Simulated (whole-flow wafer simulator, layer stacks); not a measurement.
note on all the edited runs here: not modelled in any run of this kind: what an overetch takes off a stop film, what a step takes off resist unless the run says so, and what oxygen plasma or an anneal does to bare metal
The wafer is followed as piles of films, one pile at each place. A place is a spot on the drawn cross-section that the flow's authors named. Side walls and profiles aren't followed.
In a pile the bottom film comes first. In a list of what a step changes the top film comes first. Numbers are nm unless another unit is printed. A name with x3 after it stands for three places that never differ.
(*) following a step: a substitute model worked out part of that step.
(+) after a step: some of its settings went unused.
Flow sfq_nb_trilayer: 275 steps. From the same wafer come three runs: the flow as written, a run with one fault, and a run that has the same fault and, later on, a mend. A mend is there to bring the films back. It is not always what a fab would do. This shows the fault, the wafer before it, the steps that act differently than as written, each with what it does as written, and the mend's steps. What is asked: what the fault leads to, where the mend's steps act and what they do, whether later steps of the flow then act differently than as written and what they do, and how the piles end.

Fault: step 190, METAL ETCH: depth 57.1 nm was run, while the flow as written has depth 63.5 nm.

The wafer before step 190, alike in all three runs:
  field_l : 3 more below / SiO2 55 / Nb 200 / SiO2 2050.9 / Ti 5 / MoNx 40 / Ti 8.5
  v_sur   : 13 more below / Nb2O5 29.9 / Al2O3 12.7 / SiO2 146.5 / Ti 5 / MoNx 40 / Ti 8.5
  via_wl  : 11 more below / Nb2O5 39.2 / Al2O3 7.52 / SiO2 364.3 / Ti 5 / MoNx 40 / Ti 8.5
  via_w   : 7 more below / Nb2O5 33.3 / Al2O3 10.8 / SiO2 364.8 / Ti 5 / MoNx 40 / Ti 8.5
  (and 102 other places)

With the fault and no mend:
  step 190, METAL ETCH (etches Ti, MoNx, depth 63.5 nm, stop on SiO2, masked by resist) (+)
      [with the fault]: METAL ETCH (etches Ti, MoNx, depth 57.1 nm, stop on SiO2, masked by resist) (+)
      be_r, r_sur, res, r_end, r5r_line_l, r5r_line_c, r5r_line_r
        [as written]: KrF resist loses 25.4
        [with the fault]: KrF resist loses 22.8
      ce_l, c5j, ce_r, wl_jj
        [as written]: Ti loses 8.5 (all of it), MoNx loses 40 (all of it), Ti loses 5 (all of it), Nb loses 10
        [with the fault]: Ti loses 8.5 (all of it), MoNx loses 40 (all of it), Ti loses 5 (all of it), Nb loses 3.6
  Later steps of the flow acting differently than as written (11 more steps, not shown, differ only slightly: by at most 2% or 0.5 nm, whichever is larger):
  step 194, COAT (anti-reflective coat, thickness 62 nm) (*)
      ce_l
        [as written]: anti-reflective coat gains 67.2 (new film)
        [with the fault]: anti-reflective coat gains 64.3 (new film)
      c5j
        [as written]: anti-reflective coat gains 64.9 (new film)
        [with the fault]: anti-reflective coat gains 63.3 (new film)
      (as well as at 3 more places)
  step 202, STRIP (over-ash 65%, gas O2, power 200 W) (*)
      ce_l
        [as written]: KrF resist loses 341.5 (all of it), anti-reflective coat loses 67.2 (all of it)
        [with the fault]: KrF resist loses 339.2 (all of it), anti-reflective coat loses 64.3 (all of it)
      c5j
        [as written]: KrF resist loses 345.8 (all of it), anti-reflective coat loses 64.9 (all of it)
        [with the fault]: KrF resist loses 342.4 (all of it), anti-reflective coat loses 63.3 (all of it)
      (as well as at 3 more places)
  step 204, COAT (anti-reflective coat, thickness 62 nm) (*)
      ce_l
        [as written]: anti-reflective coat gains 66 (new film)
        [with the fault]: anti-reflective coat gains 63.1 (new film)
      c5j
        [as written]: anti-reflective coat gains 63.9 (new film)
        [with the fault]: anti-reflective coat gains 62.3 (new film)
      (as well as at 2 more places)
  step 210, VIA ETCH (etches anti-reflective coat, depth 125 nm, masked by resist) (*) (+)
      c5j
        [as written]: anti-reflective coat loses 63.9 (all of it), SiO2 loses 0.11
        [with the fault]: anti-reflective coat loses 62.3 (all of it), SiO2 loses 0.11
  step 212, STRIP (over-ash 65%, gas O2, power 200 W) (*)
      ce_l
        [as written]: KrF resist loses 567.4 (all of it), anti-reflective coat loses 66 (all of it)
        [with the fault]: KrF resist loses 565.1 (all of it), anti-reflective coat loses 63.1 (all of it)
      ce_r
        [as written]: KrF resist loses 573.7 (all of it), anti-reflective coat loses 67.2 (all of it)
        [with the fault]: KrF resist loses 571.6 (all of it), anti-reflective coat loses 64.2 (all of it)
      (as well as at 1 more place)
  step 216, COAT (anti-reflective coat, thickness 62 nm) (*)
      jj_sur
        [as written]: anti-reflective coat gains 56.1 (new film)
        [with the fault]: anti-reflective coat gains 57.7 (new film)
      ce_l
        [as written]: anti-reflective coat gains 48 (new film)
        [with the fault]: anti-reflective coat gains 46.1 (new film)
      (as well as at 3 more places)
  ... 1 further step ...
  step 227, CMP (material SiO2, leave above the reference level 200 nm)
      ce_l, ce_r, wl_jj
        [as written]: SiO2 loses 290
        [with the fault]: SiO2 loses 296.4
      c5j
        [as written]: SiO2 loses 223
        [with the fault]: SiO2 loses 229.4
  By the end, the piles at ce_l, c5j, ce_r, wl_jj depart from the flow's by more than 2% or 0.5 nm, whichever is larger.
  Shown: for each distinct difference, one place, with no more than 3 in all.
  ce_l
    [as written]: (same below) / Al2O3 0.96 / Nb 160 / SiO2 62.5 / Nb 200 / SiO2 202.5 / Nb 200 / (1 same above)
    [with the fault]: (same below) / Al2O3 0.96 / Nb 166.4 / SiO2 62.5 / Nb 200 / SiO2 196.1 / Nb 200 / (1 same above)
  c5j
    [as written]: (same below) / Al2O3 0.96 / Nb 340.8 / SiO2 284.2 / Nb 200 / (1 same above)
    [with the fault]: (same below) / Al2O3 0.96 / Nb 347.2 / SiO2 277.8 / Nb 200 / (1 same above)

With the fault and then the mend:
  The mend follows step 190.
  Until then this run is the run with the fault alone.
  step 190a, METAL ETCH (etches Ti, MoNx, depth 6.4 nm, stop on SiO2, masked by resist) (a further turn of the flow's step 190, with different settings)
      be_r, r_sur, res, r_end, r5r_line_l, r5r_line_c, r5r_line_r
        KrF resist loses 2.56
      ce_l, c5j, ce_r, wl_jj
        Nb loses 6.4
  Later steps of the flow that are run all act as written at every place that is followed.
  The piles end the same as the flow's at every place that both follow.
